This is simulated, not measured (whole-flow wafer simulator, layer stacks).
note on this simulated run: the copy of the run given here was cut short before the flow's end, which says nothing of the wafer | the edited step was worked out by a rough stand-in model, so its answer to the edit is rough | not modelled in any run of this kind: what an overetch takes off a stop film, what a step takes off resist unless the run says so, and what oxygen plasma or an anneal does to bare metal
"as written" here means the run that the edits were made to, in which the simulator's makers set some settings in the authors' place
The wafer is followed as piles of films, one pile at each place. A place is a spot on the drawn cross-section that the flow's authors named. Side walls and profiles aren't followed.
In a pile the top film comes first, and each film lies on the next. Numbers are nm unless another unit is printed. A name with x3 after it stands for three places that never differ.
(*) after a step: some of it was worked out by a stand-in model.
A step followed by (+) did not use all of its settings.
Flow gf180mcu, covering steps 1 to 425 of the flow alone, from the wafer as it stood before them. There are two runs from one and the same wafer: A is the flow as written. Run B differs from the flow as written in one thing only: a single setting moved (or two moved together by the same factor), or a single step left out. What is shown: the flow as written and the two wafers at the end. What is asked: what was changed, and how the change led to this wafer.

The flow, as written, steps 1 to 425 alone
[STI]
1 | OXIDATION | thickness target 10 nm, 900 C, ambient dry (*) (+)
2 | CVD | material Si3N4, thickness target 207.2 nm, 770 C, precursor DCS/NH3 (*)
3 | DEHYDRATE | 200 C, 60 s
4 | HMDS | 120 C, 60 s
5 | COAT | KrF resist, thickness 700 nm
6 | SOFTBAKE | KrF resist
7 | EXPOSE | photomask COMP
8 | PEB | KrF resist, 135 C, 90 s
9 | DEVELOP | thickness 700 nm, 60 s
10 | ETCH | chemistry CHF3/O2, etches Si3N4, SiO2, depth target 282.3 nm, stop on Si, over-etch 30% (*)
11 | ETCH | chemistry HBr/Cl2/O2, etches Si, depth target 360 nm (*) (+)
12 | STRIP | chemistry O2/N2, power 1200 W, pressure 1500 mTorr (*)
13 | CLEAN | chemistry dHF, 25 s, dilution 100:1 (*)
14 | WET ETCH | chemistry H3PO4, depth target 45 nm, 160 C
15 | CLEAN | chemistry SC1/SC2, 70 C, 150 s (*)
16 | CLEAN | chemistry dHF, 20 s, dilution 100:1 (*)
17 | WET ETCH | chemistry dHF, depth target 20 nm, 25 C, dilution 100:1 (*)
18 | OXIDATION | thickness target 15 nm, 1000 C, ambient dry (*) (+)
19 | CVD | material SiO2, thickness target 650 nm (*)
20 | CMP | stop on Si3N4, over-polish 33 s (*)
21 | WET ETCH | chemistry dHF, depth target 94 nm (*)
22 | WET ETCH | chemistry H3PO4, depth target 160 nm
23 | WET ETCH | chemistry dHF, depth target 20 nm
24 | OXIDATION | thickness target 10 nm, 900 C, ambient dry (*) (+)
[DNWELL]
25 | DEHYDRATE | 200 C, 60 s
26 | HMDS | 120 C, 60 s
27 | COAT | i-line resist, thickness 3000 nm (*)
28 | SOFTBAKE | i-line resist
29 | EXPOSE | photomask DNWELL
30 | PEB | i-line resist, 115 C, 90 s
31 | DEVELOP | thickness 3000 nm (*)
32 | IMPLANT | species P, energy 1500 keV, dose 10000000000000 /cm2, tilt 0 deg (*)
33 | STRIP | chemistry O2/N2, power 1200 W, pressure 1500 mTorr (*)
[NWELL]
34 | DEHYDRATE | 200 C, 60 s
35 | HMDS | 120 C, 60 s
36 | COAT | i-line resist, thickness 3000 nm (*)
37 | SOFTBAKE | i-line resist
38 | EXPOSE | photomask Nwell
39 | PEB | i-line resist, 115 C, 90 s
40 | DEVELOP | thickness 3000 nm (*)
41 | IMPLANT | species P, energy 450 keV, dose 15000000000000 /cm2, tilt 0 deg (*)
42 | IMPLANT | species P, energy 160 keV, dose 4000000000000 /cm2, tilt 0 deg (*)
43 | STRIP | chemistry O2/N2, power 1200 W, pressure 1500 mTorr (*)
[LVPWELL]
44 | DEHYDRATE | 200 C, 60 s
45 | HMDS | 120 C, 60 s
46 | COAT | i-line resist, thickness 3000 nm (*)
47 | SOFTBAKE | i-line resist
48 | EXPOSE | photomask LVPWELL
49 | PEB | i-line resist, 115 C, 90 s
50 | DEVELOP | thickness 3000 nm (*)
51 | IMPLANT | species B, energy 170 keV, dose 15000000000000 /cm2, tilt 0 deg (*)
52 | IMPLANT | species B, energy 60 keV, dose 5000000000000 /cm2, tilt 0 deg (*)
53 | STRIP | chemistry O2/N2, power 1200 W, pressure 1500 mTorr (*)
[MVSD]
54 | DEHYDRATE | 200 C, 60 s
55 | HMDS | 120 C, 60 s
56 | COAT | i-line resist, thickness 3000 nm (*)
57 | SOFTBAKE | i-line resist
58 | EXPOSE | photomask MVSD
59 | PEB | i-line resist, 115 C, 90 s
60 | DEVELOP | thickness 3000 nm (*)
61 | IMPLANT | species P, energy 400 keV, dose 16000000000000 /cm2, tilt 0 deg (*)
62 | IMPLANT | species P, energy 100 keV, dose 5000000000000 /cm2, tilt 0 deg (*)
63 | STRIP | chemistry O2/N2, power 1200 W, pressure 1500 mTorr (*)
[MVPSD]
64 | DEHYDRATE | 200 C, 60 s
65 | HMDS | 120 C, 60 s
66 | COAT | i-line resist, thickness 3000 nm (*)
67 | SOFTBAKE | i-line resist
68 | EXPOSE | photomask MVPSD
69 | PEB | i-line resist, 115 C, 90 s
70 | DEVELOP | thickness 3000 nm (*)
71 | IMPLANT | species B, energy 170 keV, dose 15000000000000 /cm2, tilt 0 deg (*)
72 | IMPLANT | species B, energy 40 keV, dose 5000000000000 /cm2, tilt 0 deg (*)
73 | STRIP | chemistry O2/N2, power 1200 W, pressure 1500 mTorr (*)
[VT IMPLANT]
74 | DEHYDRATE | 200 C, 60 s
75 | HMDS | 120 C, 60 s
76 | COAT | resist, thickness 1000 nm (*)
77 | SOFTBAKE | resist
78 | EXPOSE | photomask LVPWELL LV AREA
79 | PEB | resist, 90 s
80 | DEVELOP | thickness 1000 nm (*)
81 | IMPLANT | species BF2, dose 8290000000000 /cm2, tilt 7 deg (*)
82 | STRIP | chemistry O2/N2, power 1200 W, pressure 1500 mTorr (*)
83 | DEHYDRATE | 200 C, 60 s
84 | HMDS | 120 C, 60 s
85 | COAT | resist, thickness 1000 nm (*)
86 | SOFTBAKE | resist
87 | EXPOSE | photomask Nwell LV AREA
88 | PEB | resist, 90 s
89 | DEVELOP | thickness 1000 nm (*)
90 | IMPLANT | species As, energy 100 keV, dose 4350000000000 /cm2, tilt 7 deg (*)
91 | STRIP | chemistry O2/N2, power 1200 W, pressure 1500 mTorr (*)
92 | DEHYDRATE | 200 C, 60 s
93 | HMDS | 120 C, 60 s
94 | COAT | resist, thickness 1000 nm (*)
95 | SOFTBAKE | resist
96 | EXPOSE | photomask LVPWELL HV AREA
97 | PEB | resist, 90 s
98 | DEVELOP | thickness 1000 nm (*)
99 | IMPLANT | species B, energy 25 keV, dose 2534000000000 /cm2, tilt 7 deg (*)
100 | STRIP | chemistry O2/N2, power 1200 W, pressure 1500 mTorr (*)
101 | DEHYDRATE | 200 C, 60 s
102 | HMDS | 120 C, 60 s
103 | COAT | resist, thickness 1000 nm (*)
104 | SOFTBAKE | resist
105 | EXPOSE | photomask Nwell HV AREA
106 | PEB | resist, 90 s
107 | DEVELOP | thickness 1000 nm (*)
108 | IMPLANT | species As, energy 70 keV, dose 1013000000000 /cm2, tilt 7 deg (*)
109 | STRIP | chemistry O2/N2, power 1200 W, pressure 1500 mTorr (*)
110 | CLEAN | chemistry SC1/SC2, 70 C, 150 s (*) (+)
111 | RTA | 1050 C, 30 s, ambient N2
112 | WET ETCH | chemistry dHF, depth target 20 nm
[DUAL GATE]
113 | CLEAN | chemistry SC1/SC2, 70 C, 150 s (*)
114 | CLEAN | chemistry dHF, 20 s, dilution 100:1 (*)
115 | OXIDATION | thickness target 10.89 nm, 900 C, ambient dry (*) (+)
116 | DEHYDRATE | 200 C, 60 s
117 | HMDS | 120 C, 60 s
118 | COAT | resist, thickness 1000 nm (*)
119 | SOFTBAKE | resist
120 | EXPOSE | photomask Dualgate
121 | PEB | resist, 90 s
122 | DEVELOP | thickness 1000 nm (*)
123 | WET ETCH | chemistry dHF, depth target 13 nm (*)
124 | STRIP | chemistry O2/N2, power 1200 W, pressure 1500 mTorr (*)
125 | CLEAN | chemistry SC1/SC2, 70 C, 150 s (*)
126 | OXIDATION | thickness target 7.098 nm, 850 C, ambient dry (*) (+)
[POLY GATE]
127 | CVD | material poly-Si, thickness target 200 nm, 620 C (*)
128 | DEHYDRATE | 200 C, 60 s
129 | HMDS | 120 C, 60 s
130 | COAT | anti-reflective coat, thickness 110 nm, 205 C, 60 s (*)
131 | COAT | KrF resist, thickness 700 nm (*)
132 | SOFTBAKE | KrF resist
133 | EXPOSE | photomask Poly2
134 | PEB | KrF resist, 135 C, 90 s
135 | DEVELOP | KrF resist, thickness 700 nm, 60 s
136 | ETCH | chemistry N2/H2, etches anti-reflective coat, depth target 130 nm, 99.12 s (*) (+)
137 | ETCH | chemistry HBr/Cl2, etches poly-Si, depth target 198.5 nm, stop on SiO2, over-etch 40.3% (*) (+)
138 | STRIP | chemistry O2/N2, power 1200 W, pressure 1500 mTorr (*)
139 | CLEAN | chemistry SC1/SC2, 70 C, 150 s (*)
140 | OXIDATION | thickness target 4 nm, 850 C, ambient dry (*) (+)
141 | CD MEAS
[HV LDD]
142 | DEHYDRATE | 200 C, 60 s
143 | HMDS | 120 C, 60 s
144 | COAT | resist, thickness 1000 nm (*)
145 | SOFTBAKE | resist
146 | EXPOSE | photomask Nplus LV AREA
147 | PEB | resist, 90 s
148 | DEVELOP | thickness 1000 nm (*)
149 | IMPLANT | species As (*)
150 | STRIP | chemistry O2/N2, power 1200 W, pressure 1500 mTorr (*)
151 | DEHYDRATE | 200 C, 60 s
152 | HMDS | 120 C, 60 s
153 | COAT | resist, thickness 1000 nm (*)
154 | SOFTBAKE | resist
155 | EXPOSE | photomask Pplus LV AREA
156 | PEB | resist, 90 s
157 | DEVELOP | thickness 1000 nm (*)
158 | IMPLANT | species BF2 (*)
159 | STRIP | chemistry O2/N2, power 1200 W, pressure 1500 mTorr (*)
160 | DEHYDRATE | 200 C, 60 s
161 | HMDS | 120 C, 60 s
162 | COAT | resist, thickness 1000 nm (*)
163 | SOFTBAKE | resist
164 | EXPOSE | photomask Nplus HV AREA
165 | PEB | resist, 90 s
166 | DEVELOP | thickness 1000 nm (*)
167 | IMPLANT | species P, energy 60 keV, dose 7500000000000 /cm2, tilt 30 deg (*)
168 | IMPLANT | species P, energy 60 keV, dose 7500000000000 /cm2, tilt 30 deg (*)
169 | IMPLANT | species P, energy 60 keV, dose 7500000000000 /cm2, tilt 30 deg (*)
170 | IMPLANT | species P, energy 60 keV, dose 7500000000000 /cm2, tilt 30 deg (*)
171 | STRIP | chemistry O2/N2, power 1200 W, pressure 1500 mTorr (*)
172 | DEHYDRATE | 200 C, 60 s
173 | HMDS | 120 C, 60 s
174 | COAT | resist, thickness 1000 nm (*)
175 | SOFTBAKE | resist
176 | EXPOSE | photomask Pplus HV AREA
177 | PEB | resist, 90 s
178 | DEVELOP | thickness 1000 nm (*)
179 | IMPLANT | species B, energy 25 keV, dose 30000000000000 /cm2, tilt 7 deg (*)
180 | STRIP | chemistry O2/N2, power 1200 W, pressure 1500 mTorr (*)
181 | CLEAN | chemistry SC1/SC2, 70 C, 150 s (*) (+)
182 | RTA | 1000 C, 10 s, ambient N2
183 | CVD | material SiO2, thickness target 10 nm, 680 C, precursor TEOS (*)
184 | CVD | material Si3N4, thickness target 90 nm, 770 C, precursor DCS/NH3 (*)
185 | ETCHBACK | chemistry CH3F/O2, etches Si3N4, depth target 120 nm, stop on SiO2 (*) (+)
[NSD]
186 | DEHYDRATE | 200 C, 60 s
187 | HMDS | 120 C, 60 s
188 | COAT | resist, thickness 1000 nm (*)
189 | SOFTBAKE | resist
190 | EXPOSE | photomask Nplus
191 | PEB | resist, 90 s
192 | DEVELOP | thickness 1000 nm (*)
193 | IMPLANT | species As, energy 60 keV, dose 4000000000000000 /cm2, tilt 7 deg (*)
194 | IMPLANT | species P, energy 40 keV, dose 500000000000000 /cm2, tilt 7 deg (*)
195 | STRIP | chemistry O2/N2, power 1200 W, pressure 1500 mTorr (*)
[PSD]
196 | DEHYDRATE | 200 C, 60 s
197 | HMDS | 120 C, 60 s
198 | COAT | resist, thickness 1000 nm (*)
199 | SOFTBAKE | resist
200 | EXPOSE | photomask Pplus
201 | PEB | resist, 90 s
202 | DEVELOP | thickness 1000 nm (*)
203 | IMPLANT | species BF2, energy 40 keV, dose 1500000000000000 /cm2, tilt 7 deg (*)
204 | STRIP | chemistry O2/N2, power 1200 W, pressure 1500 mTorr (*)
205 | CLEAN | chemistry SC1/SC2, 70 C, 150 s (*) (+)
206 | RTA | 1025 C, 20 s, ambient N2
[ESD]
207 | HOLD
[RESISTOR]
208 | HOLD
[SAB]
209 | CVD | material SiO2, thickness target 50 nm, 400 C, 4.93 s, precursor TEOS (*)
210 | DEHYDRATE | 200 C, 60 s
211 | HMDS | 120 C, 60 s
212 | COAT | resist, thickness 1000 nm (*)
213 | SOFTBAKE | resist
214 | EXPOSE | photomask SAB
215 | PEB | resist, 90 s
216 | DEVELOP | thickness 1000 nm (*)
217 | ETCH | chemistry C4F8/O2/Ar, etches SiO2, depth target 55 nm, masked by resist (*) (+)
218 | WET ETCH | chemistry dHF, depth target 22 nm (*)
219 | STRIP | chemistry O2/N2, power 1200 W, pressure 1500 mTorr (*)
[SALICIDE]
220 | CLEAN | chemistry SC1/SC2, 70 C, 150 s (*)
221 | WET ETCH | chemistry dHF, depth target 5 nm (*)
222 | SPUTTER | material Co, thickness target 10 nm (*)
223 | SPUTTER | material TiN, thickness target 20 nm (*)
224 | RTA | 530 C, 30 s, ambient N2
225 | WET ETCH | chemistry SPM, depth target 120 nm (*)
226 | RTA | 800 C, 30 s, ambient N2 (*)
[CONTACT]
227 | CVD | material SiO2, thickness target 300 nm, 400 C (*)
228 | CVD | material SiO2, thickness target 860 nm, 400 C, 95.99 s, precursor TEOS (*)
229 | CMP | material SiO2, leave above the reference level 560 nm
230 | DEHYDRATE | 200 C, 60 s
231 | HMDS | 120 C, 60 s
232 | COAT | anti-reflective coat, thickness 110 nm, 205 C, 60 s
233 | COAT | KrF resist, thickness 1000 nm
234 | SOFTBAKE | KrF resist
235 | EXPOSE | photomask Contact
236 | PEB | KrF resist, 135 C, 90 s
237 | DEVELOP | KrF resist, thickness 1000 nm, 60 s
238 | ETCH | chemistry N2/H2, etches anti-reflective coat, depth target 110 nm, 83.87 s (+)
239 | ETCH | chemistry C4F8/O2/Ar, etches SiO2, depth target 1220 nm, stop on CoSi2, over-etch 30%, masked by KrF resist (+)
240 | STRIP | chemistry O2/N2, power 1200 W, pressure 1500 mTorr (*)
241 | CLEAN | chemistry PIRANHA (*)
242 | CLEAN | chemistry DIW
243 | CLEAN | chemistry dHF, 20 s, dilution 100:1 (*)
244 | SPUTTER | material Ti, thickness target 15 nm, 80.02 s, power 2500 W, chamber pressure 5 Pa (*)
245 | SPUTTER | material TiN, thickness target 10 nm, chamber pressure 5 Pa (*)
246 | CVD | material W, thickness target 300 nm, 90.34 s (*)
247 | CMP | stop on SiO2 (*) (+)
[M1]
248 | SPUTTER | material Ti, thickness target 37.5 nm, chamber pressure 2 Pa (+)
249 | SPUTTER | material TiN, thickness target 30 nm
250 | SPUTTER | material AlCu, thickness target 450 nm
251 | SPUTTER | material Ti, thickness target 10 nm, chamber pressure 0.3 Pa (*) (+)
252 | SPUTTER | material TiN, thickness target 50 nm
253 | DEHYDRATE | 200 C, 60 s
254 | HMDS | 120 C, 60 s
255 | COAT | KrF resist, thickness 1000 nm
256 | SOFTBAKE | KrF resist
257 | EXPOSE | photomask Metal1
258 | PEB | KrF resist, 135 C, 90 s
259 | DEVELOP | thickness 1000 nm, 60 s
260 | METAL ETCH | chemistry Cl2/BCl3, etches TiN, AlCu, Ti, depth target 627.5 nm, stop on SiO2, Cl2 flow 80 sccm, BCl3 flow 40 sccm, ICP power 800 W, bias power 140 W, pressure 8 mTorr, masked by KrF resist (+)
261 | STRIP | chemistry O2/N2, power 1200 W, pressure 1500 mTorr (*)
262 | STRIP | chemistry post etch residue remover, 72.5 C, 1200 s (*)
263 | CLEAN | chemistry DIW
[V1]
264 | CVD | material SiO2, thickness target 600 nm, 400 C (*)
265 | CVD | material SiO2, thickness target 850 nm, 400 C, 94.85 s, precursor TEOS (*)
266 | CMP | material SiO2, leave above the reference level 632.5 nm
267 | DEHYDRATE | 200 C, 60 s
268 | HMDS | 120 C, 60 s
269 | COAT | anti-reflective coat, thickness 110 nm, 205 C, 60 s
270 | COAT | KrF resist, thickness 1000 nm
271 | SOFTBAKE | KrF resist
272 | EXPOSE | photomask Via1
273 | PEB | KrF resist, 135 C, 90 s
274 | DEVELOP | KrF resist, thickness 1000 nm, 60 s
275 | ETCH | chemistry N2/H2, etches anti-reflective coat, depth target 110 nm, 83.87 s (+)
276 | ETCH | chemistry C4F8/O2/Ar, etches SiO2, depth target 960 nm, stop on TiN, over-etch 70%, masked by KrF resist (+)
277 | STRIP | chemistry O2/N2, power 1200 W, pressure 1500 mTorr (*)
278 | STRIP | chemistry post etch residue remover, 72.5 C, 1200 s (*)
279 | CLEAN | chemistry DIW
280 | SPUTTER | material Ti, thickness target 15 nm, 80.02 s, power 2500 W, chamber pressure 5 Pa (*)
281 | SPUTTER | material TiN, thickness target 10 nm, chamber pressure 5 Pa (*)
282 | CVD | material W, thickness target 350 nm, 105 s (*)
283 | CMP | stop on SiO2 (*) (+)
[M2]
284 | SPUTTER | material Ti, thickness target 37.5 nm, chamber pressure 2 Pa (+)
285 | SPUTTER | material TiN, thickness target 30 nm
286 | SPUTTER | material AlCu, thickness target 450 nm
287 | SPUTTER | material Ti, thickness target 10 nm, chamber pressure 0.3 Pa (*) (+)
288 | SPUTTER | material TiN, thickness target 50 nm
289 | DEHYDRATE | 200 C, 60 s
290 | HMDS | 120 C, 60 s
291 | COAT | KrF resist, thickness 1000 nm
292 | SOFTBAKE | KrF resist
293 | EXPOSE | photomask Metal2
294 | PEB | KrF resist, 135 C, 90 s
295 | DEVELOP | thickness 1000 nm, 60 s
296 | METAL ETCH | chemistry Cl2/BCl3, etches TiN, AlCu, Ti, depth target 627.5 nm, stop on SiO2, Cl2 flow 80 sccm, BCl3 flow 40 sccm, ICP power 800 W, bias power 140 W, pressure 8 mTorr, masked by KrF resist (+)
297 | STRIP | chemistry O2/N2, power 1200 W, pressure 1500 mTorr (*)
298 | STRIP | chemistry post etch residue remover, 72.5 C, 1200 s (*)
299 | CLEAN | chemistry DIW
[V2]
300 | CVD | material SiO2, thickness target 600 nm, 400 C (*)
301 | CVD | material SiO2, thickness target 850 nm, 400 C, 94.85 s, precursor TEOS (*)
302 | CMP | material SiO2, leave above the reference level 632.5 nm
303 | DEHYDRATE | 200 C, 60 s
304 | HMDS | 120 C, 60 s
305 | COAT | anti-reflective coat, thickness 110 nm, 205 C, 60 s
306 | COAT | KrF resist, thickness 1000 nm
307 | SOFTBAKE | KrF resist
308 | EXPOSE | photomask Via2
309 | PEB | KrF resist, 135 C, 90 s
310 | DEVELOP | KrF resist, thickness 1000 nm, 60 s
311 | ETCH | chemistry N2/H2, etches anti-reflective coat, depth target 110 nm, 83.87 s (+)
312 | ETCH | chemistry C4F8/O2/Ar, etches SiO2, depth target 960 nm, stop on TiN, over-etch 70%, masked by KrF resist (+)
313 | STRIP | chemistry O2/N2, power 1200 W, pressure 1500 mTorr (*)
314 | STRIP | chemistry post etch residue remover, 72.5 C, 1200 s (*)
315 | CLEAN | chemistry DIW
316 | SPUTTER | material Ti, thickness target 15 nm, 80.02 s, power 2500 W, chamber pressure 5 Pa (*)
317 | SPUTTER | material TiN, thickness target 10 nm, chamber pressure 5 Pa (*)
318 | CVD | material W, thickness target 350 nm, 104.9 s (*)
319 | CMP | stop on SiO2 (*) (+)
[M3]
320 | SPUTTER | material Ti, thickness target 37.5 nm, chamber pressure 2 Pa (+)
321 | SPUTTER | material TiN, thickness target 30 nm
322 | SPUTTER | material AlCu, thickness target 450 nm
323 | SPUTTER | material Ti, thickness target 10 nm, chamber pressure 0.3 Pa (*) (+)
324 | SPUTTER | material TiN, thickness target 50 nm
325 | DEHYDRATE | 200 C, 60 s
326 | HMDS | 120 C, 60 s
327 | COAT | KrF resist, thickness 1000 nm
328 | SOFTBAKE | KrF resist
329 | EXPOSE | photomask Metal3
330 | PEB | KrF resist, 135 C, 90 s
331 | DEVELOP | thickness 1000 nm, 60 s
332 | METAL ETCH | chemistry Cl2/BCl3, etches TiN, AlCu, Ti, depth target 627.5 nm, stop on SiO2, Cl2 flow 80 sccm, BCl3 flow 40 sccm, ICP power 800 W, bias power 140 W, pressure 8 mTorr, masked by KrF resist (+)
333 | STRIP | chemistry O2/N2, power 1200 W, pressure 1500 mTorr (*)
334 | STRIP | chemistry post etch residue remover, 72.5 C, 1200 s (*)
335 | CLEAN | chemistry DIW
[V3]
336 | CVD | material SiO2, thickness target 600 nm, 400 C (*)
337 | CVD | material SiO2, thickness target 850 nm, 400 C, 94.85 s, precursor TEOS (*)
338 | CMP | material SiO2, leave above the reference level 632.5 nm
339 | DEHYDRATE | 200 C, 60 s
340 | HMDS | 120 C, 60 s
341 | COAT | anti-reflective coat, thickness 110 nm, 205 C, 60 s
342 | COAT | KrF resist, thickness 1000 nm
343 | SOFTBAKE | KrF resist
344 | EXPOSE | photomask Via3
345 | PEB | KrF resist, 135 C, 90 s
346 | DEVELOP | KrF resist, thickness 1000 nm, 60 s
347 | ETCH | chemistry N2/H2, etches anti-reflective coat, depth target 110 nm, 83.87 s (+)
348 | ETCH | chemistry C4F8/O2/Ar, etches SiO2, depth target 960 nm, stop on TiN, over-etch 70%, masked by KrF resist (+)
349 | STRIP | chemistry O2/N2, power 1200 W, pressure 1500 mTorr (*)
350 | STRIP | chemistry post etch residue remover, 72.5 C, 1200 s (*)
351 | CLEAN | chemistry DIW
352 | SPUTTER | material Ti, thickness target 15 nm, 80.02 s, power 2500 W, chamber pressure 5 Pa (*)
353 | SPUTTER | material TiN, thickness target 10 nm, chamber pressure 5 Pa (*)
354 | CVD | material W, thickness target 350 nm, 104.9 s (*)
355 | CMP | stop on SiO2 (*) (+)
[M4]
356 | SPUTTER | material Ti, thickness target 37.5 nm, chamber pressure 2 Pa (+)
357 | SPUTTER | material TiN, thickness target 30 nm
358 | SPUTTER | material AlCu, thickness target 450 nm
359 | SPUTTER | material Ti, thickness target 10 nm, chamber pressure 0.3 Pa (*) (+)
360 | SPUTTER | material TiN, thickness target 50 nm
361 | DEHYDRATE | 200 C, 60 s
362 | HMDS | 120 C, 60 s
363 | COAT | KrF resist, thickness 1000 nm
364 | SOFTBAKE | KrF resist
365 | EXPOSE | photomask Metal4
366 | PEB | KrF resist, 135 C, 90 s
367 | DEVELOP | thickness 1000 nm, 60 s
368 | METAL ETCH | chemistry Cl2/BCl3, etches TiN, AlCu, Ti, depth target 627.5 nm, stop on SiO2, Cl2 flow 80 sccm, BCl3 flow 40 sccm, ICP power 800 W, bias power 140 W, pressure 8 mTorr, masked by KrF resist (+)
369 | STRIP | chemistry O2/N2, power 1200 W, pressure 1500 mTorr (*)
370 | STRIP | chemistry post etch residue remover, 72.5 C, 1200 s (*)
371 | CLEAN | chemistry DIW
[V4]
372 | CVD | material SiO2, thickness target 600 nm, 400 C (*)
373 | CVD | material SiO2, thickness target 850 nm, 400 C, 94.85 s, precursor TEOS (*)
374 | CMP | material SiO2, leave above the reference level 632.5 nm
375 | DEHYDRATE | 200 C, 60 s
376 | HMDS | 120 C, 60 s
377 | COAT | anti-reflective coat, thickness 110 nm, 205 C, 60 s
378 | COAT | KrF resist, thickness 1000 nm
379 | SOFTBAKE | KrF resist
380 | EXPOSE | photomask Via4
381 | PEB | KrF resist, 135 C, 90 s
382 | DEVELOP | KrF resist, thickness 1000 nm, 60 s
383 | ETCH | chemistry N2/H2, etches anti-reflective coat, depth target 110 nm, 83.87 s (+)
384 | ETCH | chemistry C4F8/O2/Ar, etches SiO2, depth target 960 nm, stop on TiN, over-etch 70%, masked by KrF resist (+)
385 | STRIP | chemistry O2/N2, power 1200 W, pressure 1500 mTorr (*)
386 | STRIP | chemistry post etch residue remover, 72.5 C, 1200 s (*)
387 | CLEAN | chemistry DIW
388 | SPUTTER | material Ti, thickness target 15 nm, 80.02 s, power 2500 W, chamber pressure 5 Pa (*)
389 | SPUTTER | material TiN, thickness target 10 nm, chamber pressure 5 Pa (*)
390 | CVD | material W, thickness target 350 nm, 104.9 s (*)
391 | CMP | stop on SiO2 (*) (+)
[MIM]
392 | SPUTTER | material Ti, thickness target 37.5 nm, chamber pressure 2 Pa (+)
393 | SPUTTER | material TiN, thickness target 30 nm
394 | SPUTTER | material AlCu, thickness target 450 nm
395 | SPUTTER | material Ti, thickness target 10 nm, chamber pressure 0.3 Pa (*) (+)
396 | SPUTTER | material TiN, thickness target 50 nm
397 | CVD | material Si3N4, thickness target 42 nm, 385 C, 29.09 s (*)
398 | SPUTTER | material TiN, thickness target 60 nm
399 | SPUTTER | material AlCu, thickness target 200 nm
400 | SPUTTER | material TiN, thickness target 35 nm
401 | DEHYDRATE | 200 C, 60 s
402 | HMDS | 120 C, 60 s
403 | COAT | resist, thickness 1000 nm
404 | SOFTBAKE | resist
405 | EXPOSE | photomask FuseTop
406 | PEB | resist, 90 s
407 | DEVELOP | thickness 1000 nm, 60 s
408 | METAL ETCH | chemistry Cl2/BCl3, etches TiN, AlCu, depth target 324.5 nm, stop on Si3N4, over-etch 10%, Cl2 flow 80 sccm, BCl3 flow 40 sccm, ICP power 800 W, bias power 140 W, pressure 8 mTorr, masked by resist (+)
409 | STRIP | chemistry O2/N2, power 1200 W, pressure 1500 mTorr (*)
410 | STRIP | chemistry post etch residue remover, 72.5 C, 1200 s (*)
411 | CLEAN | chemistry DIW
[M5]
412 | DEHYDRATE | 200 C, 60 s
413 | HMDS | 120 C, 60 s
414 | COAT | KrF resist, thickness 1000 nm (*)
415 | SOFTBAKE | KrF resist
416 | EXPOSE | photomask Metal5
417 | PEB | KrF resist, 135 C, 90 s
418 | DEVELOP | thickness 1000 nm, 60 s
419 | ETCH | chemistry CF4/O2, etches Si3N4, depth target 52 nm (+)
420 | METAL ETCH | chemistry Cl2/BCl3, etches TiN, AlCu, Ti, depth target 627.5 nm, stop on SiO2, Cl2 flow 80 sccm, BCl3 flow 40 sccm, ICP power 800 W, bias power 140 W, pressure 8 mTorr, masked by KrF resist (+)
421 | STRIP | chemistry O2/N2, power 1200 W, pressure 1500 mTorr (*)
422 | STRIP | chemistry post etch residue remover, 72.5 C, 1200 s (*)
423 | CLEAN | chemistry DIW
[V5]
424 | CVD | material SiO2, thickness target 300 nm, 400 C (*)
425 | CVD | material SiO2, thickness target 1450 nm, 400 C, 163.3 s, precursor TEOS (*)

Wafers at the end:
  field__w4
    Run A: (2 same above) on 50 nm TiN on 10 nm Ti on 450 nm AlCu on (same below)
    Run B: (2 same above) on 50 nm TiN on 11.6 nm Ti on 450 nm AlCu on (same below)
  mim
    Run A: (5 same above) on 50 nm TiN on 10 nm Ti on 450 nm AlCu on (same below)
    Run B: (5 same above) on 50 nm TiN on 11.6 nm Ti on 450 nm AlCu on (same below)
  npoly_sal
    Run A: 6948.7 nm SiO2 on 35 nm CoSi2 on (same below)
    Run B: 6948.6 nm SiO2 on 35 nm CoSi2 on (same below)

What caused this: step 395, SPUTTER: thickness target 11.6 nm was run, while the flow as written has thickness target 10 nm.
The wafer itself shows it: field__w4 has Ti 11.6, and step 395 as written asks for 10 nm.

How this came from the change, step by step:
  395 | SPUTTER | material Ti, thickness target 10 nm, chamber pressure 0.3 Pa (*) (+)
      field, field__w1, field__w2 and 108 more: A Ti gains 10 (new film) | B Ti gains 11.6 (new film)
  420 | METAL ETCH | chemistry Cl2/BCl3, etches TiN, AlCu, Ti, depth target 627.5 nm, stop on SiO2, Cl2 flow 80 sccm, BCl3 flow 40 sccm, ICP power 800 W, bias power 140 W, pressure 8 mTorr, masked by KrF resist (+)
      field, field__w1, field__w2 and 101 more: A TiN loses 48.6 (all of it), Ti loses 10 (all of it), AlCu loses 450 (all of it), TiN loses 30 (all of it), Ti loses 37.5 (all of it) | B TiN loses 48.6 (all of it), Ti loses 11.6 (all of it), AlCu loses 450 (all of it), TiN loses 30 (all of it), Ti loses 37.5 (all of it)
